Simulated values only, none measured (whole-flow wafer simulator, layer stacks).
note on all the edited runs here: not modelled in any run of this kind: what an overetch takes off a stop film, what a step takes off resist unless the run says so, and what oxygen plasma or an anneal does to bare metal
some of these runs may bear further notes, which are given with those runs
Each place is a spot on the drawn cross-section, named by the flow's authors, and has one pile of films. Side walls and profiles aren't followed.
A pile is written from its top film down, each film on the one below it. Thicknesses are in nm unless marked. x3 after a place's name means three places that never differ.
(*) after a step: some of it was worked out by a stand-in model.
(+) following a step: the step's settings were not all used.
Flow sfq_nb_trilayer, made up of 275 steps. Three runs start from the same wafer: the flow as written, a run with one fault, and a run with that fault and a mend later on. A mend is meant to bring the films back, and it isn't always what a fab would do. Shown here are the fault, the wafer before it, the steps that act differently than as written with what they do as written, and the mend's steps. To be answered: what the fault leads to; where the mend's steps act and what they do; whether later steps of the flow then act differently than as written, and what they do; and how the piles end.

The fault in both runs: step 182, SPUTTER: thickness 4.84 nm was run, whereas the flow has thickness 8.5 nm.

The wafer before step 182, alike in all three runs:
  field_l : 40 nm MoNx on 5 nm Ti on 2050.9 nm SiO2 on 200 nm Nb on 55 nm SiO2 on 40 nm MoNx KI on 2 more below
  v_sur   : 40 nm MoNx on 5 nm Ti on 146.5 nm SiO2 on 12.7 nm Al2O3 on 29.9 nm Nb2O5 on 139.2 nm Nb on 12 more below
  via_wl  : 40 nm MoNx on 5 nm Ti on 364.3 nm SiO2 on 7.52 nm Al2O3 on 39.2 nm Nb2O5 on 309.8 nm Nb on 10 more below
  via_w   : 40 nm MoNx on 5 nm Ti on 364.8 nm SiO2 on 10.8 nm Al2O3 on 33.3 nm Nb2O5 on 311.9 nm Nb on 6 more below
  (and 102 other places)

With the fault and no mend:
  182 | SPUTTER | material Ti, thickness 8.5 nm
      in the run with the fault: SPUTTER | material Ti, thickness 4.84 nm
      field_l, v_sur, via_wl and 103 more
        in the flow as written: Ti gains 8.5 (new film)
        in the run with the fault: Ti gains 4.84 (new film)
  Later steps of the flow acting differently than as written (not shown: 12 more steps that differ only slightly, by at most 2% or 0.5 nm, whichever is larger):
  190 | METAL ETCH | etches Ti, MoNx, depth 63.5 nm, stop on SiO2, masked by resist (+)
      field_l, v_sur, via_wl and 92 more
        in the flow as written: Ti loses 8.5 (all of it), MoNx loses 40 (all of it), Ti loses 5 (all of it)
        in the run with the fault: Ti loses 4.84 (all of it), MoNx loses 40 (all of it), Ti loses 5 (all of it)
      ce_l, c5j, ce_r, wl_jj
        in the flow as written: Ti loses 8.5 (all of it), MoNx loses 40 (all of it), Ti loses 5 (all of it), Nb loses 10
        in the run with the fault: Ti loses 4.84 (all of it), MoNx loses 40 (all of it), Ti loses 5 (all of it), Nb loses 13.7
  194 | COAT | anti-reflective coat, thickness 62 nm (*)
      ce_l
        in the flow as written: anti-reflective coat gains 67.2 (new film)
        in the run with the fault: anti-reflective coat gains 68.8 (new film)
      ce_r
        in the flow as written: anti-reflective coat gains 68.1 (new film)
        in the run with the fault: anti-reflective coat gains 69.6 (new film)
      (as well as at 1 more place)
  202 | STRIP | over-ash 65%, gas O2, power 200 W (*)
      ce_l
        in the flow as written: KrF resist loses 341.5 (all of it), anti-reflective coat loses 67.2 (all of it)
        in the run with the fault: KrF resist loses 342.5 (all of it), anti-reflective coat loses 68.8 (all of it)
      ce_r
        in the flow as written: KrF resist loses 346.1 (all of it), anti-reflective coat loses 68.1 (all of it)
        in the run with the fault: KrF resist loses 346.7 (all of it), anti-reflective coat loses 69.6 (all of it)
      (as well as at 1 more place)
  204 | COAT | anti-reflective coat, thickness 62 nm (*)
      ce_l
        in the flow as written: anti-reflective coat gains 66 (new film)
        in the run with the fault: anti-reflective coat gains 67.6 (new film)
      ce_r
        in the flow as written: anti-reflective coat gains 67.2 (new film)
        in the run with the fault: anti-reflective coat gains 68.7 (new film)
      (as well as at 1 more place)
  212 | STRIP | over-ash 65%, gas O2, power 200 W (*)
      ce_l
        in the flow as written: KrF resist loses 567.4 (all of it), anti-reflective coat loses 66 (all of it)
        in the run with the fault: KrF resist loses 568.1 (all of it), anti-reflective coat loses 67.6 (all of it)
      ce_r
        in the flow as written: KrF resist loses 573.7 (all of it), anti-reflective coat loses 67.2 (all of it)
        in the run with the fault: KrF resist loses 574.1 (all of it), anti-reflective coat loses 68.7 (all of it)
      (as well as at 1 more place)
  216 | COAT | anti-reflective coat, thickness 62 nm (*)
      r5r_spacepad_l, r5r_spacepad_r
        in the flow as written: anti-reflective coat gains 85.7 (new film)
        in the run with the fault: anti-reflective coat gains 83.9 (new film)
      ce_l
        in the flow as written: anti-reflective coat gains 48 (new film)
        in the run with the fault: anti-reflective coat gains 49.1 (new film)
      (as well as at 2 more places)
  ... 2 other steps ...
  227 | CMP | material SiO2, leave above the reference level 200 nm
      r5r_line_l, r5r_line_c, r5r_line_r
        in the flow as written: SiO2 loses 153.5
        in the run with the fault: SiO2 loses 149.8
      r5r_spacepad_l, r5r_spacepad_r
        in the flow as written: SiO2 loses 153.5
        in the run with the fault: SiO2 loses 147.3
  At ce_l, ce_r, be_r and 7 more, the piles at the end differ from the flow's by more than 2% or 0.5 nm, whichever is larger.
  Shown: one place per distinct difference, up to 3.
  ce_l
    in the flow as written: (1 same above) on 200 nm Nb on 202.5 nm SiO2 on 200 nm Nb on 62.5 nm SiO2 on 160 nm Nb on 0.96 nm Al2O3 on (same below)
    in the run with the fault: (1 same above) on 200 nm Nb on 206.2 nm SiO2 on 200 nm Nb on 62.5 nm SiO2 on 156.3 nm Nb on 0.96 nm Al2O3 on (same below)
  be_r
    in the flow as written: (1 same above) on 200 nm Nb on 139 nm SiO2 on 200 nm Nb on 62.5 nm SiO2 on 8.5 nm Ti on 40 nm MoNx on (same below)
    in the run with the fault: (1 same above) on 200 nm Nb on 142.7 nm SiO2 on 200 nm Nb on 62.5 nm SiO2 on 4.84 nm Ti on 40 nm MoNx on (same below)
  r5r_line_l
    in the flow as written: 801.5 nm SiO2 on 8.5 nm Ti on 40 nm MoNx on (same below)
    in the run with the fault: 805.2 nm SiO2 on 4.84 nm Ti on 40 nm MoNx on (same below)

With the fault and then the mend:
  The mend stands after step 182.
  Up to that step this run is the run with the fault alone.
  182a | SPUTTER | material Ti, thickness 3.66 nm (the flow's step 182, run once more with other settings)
      field_l, v_sur, via_wl and 103 more
        Ti gains 3.66
  None of the later steps of the flow acts differently than as written at any place that is followed.
  At every place that both follow, the piles at the end match the flow's.
